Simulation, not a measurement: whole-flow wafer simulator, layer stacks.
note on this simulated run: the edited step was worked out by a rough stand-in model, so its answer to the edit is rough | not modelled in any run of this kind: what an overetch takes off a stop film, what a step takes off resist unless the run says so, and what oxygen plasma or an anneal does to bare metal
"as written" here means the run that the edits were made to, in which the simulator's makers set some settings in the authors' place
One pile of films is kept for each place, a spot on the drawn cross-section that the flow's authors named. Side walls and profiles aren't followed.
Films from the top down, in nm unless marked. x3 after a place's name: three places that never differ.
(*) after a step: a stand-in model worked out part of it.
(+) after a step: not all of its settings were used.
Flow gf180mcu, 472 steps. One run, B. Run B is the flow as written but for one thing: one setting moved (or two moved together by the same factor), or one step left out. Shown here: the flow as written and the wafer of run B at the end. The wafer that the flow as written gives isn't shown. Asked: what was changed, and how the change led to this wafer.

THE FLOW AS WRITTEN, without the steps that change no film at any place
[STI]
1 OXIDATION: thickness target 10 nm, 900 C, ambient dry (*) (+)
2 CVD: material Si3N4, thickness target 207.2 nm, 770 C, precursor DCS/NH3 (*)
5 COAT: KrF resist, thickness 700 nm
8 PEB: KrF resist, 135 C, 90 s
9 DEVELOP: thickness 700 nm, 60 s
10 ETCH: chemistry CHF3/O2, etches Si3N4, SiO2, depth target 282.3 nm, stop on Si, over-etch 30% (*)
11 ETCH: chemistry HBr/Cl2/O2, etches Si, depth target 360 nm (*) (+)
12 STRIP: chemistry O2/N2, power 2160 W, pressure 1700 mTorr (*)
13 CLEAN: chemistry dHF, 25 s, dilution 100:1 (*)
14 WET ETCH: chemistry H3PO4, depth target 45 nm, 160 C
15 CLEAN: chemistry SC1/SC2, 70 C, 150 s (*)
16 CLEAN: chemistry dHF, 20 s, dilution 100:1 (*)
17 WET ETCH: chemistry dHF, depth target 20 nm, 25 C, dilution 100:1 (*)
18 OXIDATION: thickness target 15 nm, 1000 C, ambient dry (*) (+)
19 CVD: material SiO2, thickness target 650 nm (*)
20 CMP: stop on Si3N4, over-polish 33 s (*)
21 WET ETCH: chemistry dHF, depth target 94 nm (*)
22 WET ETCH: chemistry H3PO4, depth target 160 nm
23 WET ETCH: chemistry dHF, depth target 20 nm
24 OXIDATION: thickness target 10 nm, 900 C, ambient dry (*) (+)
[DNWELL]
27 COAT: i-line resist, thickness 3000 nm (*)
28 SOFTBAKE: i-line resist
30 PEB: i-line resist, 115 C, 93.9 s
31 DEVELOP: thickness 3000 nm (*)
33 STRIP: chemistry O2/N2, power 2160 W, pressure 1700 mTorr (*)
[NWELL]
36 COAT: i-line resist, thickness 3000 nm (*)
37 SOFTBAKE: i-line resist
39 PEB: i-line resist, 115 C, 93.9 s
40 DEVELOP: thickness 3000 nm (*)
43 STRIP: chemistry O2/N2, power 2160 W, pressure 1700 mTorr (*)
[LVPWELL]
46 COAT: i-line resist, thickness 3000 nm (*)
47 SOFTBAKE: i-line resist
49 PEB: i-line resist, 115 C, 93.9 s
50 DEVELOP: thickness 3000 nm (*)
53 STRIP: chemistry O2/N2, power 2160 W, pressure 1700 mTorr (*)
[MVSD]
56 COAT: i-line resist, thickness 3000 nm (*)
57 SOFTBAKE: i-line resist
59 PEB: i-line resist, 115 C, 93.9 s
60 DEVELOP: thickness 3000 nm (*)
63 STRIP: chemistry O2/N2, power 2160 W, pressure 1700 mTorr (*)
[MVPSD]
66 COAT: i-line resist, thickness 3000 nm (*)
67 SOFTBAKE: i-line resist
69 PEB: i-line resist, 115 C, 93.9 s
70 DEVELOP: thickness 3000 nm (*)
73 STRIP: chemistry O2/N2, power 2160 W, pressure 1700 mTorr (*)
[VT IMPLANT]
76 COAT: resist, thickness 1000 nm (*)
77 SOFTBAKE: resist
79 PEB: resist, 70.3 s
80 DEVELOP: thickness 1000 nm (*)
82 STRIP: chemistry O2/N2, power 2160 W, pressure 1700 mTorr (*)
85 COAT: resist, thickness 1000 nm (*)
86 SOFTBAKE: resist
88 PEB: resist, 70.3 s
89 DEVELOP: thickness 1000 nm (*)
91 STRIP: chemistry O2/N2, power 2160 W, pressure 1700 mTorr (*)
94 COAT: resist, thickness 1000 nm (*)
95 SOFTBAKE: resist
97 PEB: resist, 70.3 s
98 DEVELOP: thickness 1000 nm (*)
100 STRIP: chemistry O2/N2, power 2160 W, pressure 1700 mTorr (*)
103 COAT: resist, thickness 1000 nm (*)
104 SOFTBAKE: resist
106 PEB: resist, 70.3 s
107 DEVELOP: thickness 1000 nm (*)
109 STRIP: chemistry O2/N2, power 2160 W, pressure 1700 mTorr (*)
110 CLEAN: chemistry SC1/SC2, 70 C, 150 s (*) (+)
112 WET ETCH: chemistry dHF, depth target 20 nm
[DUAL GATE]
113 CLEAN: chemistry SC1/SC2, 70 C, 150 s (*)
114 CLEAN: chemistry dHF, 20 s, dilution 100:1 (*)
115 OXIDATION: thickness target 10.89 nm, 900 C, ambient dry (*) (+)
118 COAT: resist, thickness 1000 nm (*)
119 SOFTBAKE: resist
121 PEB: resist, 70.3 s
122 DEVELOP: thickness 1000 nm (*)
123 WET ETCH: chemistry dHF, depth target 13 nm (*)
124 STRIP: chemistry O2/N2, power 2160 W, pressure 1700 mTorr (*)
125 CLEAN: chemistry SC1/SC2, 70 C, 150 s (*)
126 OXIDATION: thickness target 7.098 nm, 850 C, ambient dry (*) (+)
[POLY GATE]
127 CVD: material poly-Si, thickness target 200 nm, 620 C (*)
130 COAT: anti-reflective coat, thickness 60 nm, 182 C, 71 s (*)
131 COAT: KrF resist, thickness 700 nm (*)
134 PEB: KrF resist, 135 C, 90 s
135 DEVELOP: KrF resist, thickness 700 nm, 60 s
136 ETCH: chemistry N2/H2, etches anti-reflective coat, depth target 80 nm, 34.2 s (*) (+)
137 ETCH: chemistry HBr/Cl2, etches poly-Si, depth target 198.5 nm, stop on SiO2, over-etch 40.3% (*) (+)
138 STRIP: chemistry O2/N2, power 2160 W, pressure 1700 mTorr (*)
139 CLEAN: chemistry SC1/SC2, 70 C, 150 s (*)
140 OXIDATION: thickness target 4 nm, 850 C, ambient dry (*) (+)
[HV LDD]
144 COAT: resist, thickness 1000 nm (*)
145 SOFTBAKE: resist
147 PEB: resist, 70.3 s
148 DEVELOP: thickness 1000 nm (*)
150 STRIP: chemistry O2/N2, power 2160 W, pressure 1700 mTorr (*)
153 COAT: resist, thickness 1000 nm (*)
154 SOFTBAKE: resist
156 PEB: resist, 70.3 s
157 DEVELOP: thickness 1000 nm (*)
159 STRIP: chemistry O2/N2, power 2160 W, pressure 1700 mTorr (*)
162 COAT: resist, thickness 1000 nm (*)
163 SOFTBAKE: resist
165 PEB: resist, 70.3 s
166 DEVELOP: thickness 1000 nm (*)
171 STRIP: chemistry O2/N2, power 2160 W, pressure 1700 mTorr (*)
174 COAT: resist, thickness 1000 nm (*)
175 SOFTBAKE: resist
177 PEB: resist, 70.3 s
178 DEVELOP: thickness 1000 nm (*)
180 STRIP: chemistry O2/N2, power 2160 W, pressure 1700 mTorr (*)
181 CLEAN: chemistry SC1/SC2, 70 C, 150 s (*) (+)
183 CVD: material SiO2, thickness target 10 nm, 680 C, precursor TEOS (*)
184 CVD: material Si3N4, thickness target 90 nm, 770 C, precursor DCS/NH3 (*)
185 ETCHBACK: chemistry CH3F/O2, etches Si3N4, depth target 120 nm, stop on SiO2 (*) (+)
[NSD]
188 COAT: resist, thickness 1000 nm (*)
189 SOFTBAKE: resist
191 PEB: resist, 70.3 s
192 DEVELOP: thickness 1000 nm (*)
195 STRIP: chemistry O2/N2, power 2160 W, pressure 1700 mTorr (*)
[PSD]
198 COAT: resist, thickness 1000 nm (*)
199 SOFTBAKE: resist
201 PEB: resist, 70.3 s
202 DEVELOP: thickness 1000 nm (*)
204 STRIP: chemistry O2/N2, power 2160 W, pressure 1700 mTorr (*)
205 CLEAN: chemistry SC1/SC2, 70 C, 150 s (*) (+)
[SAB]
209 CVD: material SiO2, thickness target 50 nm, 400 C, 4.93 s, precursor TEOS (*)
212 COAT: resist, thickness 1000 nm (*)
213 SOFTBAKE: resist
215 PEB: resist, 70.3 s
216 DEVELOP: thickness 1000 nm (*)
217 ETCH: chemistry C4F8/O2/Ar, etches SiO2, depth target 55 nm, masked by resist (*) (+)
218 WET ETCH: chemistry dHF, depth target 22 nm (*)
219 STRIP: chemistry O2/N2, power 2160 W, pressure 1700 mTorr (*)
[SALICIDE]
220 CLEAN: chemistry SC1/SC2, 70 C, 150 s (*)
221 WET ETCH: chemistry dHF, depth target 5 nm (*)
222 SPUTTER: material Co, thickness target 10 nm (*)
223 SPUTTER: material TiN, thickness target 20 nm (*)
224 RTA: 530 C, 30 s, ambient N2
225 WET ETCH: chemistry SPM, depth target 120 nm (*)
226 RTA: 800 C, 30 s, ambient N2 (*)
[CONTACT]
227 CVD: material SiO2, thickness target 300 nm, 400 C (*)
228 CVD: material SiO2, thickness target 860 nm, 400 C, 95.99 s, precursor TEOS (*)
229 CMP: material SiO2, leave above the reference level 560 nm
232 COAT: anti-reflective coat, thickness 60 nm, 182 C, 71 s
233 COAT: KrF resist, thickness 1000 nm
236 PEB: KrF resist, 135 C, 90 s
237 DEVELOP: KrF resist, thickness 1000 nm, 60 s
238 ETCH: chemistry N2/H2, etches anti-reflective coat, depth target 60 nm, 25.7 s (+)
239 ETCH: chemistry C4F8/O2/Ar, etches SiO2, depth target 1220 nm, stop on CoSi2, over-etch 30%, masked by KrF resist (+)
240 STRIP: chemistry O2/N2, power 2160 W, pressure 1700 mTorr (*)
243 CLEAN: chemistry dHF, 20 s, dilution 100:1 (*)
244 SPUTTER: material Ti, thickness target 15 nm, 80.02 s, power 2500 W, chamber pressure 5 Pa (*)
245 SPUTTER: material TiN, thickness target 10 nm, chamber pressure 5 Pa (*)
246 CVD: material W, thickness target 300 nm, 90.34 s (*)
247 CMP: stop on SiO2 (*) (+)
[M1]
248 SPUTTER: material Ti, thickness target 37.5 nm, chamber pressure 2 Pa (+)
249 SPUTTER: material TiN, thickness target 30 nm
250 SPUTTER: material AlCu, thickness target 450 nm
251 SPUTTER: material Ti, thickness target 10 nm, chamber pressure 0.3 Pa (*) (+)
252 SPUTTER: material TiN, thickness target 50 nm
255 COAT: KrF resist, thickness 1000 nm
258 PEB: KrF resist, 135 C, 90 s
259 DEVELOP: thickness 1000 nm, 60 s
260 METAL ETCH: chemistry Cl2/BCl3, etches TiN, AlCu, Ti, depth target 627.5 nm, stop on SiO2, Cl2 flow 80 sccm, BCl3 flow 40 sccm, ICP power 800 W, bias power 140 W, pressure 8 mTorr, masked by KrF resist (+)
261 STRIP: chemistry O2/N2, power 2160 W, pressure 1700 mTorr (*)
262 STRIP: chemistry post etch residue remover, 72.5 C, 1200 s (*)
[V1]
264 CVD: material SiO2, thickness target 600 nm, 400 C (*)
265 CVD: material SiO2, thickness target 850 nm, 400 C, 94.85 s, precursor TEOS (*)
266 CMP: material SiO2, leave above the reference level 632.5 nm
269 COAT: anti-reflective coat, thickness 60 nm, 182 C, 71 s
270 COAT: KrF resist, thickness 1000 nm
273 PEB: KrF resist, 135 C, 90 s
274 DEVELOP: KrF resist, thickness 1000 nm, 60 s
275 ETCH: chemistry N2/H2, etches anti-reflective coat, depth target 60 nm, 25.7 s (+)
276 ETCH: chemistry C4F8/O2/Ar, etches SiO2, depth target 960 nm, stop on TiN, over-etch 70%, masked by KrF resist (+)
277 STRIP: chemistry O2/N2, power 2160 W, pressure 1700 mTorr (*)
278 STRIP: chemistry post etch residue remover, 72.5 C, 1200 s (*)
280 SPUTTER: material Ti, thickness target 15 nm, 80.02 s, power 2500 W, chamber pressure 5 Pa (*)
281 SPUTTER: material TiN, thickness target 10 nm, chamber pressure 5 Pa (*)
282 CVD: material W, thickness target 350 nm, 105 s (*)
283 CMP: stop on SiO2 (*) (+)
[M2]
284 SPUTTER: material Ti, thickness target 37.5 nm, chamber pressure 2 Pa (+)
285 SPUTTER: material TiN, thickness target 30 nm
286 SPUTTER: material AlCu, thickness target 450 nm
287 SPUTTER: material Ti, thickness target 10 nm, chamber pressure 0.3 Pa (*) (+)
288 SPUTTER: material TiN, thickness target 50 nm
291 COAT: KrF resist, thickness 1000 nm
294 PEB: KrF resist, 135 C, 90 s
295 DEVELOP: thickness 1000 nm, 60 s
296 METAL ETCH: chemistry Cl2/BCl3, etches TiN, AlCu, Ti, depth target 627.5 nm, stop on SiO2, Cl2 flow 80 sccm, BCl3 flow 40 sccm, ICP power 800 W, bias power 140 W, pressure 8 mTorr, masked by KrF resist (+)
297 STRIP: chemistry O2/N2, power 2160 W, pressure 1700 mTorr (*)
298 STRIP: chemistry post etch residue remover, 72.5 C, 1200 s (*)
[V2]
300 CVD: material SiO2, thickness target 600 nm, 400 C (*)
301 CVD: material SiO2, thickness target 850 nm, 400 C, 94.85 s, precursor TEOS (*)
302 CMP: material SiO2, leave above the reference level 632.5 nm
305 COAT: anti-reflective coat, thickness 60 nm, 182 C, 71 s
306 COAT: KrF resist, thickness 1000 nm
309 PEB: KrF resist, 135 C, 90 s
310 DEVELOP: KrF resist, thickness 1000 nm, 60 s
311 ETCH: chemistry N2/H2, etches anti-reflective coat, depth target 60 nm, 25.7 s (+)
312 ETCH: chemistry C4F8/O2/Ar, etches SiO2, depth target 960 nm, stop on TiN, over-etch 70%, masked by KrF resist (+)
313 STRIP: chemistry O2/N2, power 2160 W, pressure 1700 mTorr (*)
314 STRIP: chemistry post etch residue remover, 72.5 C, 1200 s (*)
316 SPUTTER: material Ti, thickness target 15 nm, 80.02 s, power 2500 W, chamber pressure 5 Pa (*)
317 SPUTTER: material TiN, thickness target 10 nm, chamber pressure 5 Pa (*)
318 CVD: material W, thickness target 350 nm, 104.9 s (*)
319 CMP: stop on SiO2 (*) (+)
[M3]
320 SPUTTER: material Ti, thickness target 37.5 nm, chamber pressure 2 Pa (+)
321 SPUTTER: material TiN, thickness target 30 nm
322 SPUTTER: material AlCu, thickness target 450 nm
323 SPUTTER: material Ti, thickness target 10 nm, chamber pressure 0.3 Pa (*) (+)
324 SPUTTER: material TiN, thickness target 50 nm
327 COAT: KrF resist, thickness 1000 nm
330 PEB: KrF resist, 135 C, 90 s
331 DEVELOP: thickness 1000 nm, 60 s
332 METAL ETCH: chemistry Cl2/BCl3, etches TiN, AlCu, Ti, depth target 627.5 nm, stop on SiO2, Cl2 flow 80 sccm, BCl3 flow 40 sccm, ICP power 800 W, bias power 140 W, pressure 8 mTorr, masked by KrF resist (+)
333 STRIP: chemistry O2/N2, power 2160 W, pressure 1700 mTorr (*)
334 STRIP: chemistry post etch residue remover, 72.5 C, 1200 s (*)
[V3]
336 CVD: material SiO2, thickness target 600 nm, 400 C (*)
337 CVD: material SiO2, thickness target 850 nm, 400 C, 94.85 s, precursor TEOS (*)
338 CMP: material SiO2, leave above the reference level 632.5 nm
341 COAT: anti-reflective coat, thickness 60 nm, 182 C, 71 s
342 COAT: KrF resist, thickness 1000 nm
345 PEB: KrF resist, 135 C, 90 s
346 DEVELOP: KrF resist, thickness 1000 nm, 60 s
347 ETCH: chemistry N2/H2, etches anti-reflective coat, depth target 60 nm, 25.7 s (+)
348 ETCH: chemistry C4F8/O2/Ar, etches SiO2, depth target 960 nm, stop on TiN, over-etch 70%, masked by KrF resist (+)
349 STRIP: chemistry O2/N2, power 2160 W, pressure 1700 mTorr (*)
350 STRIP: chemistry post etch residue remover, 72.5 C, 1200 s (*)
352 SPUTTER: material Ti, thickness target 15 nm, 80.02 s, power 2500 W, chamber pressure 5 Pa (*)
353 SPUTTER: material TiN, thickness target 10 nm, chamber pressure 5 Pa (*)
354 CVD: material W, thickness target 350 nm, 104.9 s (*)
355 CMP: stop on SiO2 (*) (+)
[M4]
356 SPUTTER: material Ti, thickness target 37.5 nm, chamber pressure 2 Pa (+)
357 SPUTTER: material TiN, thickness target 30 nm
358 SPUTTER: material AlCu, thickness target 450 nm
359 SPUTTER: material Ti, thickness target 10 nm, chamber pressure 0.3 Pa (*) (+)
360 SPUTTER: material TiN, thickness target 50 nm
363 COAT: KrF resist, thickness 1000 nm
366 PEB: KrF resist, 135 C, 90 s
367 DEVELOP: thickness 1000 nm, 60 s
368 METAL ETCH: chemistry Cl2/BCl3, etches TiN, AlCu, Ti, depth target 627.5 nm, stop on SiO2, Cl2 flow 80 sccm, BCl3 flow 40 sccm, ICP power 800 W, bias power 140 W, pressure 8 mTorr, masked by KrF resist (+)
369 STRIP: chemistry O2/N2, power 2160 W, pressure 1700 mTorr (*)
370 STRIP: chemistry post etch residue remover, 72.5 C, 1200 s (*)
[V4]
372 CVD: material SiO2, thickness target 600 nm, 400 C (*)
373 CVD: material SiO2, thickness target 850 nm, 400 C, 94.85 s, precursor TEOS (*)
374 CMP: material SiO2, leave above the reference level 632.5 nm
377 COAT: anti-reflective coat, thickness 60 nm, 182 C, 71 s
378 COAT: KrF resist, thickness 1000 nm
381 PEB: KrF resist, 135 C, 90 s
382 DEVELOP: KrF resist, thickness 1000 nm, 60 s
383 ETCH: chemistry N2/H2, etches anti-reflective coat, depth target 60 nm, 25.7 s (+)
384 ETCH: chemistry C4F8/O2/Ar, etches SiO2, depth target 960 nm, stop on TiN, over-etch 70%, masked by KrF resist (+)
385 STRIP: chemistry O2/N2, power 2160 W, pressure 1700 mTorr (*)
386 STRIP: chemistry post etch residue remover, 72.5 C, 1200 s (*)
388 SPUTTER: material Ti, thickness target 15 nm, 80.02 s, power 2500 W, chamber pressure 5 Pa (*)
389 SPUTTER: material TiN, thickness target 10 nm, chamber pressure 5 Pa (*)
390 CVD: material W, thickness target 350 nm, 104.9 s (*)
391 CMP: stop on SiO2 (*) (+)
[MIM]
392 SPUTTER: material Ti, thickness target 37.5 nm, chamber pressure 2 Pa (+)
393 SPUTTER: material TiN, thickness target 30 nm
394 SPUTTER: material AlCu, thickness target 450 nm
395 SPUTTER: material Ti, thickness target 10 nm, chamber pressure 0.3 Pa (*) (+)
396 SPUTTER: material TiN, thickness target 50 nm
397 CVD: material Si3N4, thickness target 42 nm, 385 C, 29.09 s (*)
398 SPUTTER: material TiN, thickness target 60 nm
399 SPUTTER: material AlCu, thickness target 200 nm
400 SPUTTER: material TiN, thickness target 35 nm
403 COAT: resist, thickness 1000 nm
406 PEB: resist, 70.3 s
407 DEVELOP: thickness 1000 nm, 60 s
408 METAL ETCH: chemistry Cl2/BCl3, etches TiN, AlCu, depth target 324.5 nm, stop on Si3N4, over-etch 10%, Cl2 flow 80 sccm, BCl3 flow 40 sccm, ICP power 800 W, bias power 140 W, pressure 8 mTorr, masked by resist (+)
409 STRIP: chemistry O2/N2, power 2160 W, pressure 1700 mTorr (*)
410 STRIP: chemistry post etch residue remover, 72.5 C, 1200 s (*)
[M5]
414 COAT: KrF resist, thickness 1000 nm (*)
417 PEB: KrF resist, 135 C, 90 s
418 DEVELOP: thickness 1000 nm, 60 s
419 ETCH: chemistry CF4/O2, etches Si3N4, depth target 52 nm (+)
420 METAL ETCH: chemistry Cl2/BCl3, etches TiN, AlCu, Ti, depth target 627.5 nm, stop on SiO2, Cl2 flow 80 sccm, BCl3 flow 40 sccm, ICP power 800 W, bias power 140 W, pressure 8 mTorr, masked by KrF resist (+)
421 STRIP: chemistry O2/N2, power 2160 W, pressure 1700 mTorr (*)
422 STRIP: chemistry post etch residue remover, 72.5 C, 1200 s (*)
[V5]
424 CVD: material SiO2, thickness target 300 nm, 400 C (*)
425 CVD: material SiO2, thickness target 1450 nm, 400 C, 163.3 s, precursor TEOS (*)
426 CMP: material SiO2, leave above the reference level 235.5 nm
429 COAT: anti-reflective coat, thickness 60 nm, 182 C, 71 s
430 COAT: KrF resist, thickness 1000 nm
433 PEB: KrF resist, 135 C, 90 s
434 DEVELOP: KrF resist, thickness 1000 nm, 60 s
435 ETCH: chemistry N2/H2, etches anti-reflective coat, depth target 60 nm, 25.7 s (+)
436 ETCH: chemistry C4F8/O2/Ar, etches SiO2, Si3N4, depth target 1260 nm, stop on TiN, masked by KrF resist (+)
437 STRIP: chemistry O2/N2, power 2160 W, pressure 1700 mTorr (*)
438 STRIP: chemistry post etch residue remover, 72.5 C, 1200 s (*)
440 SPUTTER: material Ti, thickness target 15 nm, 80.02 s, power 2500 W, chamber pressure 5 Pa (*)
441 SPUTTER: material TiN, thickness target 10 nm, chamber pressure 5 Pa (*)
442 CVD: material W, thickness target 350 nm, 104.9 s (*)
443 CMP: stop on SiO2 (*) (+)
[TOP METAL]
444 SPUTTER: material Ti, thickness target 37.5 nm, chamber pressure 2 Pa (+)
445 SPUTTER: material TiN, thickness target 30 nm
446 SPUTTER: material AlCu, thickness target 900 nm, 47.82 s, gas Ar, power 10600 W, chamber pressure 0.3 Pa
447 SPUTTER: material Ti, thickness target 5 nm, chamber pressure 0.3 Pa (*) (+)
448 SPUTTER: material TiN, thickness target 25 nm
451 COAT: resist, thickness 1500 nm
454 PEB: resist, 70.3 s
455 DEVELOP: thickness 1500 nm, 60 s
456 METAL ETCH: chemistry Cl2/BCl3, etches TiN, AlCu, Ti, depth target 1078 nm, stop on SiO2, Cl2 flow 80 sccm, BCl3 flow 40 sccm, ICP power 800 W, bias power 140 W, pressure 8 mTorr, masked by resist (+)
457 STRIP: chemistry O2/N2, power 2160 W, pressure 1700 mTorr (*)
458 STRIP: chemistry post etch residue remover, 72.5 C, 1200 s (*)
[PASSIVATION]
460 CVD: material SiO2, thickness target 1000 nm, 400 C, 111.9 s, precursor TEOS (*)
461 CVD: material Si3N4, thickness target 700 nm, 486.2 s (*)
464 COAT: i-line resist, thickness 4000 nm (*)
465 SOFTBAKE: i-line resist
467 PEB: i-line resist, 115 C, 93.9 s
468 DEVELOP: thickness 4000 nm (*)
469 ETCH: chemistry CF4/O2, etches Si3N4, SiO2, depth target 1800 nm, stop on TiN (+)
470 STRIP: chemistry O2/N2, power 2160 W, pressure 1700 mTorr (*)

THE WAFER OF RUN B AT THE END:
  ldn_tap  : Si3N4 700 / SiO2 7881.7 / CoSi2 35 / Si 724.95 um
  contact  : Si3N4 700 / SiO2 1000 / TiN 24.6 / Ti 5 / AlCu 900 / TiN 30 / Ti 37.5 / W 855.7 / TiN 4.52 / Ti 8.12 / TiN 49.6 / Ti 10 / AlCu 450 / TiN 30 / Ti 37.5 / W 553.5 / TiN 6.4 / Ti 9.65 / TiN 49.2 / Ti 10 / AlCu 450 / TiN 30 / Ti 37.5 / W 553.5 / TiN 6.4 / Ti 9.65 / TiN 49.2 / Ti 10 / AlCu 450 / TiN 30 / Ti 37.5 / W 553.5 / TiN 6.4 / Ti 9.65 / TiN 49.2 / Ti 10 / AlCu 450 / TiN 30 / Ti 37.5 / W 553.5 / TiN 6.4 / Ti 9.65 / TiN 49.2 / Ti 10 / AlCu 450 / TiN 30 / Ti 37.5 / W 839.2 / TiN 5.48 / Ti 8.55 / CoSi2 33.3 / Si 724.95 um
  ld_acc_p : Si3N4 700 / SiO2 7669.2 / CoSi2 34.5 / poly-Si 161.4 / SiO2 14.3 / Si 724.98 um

The cause: step 441, SPUTTER: thickness target 8.4 nm was run, where the flow has thickness target 10 nm.

How the change led to this, step by step:
  441 SPUTTER: material TiN, thickness target 10 nm, chamber pressure 5 Pa (*)
      field, field__w1, field__w2 and 108 more: TiN +8.4 (new film) (as written it would be: TiN +10 (new film))
      contact: TiN +4.52 (new film) (as written it would be: TiN +5.38 (new film))
  443 CMP: stop on SiO2 (*) (+)
      field, field__w1, field__w2 and 108 more: W -350 (all of it), TiN -8.4 (all of it), Ti -15 (all of it), SiO2 -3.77 (as written it would be: W -350 (all of it), TiN -10 (all of it), Ti -15 (all of it), SiO2 -3.78)
